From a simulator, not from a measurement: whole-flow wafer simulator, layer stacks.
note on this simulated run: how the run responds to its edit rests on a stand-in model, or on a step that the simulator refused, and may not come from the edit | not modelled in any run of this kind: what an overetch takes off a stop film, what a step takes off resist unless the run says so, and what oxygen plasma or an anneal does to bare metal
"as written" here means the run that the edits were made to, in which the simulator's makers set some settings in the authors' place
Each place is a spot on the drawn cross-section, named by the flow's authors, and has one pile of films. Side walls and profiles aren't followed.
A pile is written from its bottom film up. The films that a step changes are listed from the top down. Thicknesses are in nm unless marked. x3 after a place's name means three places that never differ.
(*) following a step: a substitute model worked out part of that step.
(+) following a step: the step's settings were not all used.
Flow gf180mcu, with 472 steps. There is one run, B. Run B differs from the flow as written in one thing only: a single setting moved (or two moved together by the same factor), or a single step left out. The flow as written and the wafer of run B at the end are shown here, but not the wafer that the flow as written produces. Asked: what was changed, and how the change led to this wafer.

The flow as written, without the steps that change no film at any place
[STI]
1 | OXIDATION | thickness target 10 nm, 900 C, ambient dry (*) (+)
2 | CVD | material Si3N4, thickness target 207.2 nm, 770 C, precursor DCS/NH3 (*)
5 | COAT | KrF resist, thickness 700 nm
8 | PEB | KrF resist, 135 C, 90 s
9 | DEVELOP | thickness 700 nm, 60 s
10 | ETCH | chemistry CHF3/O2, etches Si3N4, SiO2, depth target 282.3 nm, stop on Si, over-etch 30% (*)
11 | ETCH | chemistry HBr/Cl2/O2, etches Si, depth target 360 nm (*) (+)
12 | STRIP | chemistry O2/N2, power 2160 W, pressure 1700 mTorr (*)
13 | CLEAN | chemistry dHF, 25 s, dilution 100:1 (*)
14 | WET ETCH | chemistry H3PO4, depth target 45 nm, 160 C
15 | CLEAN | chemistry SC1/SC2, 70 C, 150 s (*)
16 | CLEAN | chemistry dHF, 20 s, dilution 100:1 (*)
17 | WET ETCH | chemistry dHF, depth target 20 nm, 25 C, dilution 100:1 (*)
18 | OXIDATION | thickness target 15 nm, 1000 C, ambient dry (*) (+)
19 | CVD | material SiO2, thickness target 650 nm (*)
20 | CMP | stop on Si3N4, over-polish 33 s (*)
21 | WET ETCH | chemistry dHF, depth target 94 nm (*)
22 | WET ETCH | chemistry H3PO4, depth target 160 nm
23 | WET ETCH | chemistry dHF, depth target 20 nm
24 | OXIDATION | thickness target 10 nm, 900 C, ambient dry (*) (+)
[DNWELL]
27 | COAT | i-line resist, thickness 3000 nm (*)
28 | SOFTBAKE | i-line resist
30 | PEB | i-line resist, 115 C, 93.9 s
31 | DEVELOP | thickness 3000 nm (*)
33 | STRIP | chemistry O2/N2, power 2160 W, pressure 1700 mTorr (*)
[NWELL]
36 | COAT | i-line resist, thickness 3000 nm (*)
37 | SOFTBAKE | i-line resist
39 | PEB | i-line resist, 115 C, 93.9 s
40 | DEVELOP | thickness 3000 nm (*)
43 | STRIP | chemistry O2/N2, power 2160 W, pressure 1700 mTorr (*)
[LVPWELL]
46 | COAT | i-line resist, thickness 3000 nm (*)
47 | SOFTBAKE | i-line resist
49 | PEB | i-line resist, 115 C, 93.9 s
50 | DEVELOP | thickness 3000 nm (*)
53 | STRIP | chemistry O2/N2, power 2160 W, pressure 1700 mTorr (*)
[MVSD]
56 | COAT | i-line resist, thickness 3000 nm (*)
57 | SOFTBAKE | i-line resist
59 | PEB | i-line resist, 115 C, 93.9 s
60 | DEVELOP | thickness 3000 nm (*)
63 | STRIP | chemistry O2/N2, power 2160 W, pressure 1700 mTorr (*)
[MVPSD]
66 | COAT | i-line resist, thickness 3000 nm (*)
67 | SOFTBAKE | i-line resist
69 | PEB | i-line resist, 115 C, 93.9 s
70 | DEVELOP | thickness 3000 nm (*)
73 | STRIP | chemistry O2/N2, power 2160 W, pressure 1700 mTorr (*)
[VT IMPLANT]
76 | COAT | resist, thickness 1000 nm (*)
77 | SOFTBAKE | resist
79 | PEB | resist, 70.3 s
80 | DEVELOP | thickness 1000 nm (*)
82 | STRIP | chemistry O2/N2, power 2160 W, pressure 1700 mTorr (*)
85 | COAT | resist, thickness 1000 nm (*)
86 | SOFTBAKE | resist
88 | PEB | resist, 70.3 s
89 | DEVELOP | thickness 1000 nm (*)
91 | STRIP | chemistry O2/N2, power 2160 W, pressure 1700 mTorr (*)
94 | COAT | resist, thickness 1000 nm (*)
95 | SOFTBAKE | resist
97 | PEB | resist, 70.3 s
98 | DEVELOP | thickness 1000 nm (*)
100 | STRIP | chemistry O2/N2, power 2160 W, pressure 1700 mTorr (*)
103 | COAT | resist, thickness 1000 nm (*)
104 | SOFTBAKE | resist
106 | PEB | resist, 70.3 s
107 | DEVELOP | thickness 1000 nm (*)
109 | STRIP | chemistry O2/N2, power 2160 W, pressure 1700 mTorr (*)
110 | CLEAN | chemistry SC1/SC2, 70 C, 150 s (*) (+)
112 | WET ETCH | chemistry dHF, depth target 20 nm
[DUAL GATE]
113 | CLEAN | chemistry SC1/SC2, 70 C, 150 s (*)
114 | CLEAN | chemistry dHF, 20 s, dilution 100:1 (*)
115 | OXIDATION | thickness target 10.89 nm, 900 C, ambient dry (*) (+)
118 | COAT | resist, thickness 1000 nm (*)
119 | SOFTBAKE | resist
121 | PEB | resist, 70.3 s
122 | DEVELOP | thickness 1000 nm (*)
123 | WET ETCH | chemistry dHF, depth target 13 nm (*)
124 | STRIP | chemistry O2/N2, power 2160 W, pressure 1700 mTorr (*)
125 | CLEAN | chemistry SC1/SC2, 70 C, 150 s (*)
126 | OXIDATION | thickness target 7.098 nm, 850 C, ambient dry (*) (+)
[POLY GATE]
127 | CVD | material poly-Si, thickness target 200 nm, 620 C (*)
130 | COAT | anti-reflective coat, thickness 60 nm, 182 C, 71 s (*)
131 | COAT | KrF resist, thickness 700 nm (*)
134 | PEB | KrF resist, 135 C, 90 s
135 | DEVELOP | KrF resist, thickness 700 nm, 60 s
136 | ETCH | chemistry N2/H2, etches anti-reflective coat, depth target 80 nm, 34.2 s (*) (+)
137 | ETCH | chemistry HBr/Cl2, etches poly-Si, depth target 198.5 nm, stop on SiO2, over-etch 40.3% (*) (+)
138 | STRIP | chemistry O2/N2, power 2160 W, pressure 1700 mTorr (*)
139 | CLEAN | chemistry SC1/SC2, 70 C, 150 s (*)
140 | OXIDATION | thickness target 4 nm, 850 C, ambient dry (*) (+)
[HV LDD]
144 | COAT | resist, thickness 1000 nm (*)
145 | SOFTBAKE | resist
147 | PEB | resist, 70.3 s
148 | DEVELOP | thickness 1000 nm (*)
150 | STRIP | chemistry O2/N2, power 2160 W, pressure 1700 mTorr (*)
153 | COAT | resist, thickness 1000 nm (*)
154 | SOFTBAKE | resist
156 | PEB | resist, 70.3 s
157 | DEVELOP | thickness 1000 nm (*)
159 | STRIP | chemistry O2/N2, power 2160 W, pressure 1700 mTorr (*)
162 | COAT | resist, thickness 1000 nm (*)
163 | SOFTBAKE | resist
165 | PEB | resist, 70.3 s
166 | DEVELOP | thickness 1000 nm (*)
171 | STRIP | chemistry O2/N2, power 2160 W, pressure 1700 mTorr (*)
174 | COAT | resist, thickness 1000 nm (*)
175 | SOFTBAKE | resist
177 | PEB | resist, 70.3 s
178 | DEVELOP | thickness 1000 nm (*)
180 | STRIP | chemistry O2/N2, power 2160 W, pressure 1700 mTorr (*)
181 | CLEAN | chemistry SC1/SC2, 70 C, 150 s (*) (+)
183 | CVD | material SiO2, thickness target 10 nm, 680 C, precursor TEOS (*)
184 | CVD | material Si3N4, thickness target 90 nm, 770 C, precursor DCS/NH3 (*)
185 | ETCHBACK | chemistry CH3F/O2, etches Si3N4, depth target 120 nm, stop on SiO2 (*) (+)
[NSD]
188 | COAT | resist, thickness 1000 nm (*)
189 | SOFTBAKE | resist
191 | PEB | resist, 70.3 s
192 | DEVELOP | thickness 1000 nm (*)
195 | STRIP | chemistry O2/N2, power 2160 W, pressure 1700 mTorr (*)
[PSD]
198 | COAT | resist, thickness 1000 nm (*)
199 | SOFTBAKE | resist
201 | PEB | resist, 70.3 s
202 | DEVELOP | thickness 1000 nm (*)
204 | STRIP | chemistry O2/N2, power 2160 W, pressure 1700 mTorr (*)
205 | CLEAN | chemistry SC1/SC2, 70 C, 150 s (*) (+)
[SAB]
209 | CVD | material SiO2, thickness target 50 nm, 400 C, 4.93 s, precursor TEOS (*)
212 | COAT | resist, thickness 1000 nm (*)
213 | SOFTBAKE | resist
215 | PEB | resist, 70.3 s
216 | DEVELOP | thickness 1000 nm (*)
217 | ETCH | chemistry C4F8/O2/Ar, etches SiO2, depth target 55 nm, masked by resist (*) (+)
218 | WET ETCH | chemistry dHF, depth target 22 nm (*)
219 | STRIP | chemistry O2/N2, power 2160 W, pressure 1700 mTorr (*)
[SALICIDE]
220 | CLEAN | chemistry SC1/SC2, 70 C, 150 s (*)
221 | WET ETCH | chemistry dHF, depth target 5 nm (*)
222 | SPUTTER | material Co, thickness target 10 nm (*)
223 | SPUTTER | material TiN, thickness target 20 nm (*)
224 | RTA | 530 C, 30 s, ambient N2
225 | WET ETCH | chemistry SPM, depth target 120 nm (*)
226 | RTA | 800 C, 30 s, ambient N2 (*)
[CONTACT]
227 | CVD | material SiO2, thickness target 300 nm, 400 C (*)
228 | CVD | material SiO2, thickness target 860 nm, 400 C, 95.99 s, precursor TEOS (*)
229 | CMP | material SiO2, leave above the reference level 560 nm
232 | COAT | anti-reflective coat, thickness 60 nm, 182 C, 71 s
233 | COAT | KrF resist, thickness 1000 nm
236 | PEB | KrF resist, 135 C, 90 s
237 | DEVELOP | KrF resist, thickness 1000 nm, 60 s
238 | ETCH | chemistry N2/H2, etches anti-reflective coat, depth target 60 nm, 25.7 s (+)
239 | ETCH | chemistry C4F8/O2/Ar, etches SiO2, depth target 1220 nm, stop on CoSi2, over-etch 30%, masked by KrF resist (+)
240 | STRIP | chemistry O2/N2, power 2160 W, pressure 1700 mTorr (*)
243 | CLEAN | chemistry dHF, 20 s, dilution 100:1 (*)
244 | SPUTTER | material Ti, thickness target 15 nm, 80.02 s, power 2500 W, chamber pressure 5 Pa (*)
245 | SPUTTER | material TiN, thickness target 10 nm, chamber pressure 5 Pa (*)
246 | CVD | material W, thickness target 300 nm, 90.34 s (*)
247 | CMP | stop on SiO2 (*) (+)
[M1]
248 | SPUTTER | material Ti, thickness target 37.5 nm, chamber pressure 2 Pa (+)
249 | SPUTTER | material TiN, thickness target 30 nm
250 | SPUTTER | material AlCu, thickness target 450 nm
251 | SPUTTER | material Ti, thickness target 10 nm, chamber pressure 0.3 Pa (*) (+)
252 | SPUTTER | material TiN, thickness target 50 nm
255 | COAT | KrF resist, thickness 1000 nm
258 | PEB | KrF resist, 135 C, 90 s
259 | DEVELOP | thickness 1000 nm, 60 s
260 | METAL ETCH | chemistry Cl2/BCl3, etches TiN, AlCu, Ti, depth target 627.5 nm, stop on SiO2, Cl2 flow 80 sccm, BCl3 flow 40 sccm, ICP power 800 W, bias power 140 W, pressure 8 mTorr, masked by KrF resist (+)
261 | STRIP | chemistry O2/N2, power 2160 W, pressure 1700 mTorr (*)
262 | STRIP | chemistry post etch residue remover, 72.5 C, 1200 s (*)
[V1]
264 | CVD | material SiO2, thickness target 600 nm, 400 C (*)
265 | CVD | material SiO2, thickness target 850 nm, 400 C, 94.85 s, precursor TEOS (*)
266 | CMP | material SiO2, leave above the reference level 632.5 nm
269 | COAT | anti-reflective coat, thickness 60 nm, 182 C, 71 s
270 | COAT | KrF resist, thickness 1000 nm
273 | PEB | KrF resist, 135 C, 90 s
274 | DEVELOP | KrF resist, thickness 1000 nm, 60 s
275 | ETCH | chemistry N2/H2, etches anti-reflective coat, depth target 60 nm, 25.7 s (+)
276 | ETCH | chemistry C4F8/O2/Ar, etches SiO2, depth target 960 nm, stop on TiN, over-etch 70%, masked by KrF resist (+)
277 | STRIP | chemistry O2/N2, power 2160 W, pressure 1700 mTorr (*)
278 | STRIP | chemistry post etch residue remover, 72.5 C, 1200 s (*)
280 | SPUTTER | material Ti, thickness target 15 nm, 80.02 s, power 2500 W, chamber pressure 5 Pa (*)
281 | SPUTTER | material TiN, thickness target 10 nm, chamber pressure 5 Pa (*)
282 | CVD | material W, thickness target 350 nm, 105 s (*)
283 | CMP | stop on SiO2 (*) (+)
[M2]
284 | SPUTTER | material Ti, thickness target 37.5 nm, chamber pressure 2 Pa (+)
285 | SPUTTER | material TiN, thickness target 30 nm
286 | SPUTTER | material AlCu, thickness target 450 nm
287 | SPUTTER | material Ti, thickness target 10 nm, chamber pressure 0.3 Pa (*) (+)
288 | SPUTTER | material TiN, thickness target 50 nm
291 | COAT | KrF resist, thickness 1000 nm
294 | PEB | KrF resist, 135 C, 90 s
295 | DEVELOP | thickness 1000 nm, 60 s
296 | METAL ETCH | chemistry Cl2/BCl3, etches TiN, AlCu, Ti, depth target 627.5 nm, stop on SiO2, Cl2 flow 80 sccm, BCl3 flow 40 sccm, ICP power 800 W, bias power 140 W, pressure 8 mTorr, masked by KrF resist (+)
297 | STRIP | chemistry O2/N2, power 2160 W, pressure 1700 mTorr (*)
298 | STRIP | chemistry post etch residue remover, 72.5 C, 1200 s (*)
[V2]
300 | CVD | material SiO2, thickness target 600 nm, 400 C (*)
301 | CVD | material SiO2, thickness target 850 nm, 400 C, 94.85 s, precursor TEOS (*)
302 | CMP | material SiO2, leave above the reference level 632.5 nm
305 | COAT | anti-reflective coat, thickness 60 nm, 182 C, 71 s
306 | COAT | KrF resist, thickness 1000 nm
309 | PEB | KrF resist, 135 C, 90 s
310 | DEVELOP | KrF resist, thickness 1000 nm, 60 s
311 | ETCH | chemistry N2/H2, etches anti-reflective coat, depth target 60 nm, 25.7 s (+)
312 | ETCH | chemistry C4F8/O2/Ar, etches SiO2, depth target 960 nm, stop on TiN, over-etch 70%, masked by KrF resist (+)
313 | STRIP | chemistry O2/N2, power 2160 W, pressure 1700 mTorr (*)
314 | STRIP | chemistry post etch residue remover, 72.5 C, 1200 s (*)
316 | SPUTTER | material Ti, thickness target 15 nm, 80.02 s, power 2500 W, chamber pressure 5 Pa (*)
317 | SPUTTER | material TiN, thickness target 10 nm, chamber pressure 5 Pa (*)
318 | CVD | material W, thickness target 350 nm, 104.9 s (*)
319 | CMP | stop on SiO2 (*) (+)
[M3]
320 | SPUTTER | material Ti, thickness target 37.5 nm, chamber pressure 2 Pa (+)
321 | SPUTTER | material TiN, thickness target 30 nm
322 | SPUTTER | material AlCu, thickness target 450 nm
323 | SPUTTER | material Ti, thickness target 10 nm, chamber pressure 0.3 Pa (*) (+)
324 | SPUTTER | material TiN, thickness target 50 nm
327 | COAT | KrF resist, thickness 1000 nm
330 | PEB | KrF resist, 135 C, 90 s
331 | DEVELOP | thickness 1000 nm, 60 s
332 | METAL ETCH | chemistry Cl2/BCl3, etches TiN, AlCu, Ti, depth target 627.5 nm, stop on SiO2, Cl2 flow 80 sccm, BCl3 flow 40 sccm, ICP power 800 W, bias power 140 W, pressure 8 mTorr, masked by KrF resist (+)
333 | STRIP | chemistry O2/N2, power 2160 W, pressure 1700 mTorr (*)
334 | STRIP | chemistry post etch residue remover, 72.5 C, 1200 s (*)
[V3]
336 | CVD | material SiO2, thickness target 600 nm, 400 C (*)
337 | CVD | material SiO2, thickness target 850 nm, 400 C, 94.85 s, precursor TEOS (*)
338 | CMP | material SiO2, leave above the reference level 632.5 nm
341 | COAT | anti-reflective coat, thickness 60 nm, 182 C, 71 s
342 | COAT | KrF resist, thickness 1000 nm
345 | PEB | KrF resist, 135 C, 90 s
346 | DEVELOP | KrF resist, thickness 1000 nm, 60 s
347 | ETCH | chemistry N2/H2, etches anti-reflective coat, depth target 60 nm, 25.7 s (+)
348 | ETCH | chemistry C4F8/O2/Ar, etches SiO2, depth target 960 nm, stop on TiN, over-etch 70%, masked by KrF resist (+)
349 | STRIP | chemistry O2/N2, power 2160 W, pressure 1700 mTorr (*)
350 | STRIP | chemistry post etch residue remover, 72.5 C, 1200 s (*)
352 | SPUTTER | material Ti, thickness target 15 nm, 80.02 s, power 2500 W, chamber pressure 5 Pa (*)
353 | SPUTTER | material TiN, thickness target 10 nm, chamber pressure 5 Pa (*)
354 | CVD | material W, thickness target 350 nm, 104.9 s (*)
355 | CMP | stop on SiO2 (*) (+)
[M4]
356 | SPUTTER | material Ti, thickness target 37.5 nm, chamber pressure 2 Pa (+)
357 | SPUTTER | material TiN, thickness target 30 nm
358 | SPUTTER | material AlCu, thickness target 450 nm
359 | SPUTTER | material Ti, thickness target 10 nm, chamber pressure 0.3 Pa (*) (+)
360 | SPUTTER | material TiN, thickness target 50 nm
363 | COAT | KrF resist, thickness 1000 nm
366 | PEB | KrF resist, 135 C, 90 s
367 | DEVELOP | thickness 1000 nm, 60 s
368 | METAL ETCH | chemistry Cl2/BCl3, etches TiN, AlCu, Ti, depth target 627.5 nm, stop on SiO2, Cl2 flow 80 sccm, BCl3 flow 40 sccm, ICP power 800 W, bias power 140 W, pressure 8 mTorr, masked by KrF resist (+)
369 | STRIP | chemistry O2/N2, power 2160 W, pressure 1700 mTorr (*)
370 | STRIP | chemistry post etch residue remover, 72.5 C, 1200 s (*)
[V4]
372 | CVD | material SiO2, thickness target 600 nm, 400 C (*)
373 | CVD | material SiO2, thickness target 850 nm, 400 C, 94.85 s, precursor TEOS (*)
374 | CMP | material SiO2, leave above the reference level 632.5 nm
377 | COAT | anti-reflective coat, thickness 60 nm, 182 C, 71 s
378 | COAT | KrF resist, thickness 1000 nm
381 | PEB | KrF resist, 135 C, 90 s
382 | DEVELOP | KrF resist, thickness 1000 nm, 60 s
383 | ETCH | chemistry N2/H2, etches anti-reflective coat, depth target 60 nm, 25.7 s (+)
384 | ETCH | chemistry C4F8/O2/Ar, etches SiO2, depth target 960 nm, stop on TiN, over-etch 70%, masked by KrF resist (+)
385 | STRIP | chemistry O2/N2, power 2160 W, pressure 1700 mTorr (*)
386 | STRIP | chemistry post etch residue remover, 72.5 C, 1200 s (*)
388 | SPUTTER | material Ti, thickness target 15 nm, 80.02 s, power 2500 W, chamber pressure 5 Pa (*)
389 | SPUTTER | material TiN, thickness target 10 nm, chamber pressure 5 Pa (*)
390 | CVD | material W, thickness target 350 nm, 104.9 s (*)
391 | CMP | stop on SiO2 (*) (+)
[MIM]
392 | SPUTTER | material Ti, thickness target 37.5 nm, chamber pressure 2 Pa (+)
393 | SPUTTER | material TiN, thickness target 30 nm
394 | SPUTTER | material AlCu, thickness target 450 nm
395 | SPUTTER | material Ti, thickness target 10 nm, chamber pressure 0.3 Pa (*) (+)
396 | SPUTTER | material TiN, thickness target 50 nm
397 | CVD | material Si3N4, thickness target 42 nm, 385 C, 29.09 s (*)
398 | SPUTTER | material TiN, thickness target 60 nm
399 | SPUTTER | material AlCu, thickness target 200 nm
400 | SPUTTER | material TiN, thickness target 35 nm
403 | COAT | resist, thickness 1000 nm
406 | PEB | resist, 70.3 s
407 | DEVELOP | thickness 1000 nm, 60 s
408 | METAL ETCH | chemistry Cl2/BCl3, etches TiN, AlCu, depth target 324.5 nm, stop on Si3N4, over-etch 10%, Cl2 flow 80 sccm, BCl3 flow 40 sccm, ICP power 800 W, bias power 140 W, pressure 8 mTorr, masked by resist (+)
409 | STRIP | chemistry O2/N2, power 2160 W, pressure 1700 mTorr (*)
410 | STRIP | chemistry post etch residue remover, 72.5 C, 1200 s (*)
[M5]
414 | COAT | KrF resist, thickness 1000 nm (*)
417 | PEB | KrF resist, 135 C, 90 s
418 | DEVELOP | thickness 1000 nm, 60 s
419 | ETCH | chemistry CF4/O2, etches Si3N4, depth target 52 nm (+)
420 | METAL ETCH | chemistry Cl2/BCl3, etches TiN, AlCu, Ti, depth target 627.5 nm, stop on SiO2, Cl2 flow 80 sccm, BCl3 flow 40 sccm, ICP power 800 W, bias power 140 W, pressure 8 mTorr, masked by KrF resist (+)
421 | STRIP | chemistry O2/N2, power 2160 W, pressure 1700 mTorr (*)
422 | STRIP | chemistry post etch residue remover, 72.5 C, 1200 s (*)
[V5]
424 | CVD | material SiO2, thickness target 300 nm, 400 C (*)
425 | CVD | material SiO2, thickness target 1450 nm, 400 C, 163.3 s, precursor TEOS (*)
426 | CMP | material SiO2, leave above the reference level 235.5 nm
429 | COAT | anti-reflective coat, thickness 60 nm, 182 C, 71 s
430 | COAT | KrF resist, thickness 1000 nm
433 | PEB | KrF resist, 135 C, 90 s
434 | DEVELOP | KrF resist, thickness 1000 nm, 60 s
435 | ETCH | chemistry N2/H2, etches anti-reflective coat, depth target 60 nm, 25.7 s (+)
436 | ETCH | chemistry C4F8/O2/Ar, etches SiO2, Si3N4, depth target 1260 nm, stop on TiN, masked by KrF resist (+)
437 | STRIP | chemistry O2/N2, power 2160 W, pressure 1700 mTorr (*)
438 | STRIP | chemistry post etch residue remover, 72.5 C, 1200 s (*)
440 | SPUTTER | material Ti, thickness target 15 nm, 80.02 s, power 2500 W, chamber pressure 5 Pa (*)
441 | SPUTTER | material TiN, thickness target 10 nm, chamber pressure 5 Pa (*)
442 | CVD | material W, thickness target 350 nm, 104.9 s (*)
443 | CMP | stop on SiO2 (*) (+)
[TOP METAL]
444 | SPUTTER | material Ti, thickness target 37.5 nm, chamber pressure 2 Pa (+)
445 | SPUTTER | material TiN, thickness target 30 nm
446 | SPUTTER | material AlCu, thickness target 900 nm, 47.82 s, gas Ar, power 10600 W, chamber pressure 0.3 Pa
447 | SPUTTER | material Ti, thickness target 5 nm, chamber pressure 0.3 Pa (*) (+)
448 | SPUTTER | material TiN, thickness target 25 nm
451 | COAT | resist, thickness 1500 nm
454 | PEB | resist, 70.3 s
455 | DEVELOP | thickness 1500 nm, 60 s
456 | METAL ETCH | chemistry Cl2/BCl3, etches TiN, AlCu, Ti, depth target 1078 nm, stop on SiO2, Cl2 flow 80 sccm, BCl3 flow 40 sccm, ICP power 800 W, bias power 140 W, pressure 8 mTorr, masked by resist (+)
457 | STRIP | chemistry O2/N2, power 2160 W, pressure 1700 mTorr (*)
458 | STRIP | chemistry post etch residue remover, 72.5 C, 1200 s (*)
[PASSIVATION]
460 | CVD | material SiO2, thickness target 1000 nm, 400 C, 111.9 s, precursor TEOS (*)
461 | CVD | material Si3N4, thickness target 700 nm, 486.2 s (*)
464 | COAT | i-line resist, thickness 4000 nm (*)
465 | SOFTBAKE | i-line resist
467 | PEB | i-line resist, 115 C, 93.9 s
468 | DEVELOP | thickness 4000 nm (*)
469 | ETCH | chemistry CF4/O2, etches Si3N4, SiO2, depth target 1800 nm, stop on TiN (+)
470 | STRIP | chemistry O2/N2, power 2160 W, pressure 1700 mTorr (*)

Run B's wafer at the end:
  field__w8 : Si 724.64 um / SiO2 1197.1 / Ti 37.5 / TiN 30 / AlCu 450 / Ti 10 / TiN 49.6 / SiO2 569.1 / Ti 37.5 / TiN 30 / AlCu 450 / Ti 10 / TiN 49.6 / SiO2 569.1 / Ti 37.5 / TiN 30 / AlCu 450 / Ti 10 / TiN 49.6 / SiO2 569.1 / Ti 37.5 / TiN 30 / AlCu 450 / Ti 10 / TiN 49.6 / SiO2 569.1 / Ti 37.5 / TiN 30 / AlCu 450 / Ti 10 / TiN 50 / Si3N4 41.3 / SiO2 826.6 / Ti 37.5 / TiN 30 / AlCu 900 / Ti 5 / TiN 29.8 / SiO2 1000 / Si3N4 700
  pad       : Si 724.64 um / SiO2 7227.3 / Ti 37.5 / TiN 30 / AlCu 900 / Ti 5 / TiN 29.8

The reason: step 448, SPUTTER: thickness target 30.2 nm was run, while the flow as written has thickness target 25 nm.

Step by step, how the change led to this:
  448 | SPUTTER | material TiN, thickness target 25 nm
      field, field__w1, field__w2 and 109 more: TiN gains 30.2 (new film) (it would be, as written: TiN gains 25 (new film))
  456 | METAL ETCH | chemistry Cl2/BCl3, etches TiN, AlCu, Ti, depth target 1078 nm, stop on SiO2, Cl2 flow 80 sccm, BCl3 flow 40 sccm, ICP power 800 W, bias power 140 W, pressure 8 mTorr, masked by resist (+)
      field, field__w1, field__w2 and 103 more: TiN loses 30.2 (all of it), Ti loses 5 (all of it), AlCu loses 900 (all of it), TiN loses 30 (all of it), Ti loses 37.5 (all of it) (it would be, as written: TiN loses 25 (all of it), Ti loses 5 (all of it), AlCu loses 900 (all of it), TiN loses 30 (all of it), Ti loses 37.5 (all of it))
  465 | SOFTBAKE | i-line resist
      gate: i-line resist loses 0.3 (it would be, as written: i-line resist gains 1.79)
      field__w11, field__w13: i-line resist gains 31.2 (it would be, as written: i-line resist gains 37.6)
      (as well as at 57 more places)
